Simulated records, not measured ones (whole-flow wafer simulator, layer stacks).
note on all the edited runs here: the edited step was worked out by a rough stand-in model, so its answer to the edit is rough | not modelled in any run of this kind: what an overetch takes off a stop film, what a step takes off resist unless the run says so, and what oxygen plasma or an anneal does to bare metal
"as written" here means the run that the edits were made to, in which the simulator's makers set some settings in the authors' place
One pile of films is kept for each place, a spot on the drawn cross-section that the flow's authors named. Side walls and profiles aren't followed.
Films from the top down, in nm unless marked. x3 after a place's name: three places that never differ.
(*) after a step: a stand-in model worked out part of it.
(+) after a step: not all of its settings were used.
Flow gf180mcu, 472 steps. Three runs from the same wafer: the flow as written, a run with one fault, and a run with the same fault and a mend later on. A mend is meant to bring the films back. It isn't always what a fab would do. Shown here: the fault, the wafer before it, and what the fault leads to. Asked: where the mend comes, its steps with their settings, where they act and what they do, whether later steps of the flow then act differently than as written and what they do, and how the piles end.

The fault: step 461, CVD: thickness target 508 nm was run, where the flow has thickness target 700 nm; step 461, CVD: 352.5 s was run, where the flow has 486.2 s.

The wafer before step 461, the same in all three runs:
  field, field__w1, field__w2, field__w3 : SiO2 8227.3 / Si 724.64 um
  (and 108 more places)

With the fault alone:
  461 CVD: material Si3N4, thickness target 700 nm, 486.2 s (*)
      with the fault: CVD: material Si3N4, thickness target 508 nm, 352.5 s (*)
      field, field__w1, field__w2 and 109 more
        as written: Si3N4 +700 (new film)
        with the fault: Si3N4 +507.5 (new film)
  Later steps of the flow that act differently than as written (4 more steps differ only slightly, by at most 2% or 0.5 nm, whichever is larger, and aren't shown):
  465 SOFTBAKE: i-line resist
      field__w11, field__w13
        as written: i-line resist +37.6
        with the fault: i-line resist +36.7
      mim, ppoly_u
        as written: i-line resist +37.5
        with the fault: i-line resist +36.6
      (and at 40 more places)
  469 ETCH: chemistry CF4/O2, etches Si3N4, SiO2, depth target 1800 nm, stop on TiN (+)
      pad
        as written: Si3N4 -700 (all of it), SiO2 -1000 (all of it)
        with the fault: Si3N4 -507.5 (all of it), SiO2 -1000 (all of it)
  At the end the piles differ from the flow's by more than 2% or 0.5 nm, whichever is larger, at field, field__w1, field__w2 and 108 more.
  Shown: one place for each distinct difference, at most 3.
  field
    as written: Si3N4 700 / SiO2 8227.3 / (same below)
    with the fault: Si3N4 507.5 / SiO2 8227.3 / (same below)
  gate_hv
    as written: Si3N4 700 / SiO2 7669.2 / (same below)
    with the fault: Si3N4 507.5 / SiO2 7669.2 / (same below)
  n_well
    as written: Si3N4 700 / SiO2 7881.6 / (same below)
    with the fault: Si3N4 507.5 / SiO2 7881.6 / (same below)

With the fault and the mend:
  The mend comes after step 461.
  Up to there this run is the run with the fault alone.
  461a CVD: material Si3N4, thickness target 192 nm, 133.4 s (*) (the flow's step 461 once more, with other settings)
      field, field__w1, field__w2 and 109 more
        Si3N4 +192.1
  No later step of the flow acts differently than as written, at any place that is followed, by more than 2% or 0.5 nm, whichever is larger.
  At the end the piles differ from the flow's only slightly at the places that both follow, by at most 2% or 0.5 nm, whichever is larger.
